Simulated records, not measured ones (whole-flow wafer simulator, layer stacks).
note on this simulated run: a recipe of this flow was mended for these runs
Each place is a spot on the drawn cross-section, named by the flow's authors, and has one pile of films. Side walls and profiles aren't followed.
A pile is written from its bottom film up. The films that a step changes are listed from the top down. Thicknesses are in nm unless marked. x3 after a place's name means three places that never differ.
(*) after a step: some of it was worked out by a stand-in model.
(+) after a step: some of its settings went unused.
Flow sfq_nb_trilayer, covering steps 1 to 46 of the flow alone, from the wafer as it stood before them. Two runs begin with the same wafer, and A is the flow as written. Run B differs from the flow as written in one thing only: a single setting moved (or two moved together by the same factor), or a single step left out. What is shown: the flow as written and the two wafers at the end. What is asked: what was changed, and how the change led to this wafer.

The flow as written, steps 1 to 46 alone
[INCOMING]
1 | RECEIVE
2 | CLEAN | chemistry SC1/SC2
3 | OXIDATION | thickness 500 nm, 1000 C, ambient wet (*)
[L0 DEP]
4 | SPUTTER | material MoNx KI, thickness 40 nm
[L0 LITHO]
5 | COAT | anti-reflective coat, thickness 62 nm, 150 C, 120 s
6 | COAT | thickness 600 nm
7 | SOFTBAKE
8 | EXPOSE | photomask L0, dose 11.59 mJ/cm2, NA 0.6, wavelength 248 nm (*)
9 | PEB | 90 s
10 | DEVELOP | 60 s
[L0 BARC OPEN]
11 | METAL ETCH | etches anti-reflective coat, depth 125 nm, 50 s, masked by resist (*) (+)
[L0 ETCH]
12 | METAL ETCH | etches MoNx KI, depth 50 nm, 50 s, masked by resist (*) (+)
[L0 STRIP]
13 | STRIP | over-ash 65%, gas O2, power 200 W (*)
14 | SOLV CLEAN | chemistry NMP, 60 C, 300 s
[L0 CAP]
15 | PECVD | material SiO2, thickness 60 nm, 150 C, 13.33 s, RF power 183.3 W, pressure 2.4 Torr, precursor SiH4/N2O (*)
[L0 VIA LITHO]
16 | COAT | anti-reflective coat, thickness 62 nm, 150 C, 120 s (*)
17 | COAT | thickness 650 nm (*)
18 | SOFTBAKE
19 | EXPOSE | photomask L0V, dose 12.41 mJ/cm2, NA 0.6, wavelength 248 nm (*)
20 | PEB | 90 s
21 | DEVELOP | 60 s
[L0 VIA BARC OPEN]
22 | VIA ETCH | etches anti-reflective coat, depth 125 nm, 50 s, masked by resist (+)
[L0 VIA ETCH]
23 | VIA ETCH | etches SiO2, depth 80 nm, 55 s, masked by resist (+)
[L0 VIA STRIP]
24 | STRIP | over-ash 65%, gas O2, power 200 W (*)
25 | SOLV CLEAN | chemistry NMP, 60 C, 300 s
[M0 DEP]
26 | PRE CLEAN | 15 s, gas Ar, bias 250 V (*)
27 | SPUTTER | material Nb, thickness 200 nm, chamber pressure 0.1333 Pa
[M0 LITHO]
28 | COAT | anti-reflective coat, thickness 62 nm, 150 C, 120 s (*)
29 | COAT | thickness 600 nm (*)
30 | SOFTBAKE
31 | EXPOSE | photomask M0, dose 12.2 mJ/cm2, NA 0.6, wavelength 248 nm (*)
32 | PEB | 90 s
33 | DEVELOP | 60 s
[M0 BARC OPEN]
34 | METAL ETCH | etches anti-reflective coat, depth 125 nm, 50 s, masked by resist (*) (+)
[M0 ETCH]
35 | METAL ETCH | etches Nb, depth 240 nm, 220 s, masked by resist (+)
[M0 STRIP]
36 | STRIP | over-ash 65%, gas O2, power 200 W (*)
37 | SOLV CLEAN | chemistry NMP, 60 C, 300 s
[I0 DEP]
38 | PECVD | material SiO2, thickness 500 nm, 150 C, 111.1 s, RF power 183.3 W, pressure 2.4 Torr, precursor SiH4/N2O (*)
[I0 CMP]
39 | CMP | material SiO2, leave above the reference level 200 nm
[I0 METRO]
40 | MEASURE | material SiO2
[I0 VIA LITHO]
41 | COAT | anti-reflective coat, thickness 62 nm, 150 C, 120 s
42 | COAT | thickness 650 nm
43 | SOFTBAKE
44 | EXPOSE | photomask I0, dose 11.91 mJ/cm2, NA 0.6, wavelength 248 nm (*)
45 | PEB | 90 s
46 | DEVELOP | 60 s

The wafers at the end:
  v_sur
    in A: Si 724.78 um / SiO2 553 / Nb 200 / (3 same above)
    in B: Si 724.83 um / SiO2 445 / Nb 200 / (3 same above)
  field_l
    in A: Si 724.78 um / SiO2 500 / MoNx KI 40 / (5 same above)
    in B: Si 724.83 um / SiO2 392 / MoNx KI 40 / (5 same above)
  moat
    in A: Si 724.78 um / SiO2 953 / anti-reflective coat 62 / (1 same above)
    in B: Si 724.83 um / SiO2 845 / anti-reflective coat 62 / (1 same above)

Cause: step 3, OXIDATION: thickness 392 nm was run, whereas the flow has thickness 500 nm.
The wafer lets one read it off: field_l has SiO2 392, and step 3 as written asks for 500 nm.

How this came from the change, step by step:
  3 | OXIDATION | thickness 500 nm, 1000 C, ambient wet (*)
      field_l, v_sur, via_wl and 103 more: A +500 SiO2 (new film), -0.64 chemical SiO2 (all of it), -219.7 Si | B +392 SiO2 (new film), -0.64 chemical SiO2 (all of it), -172.2 Si
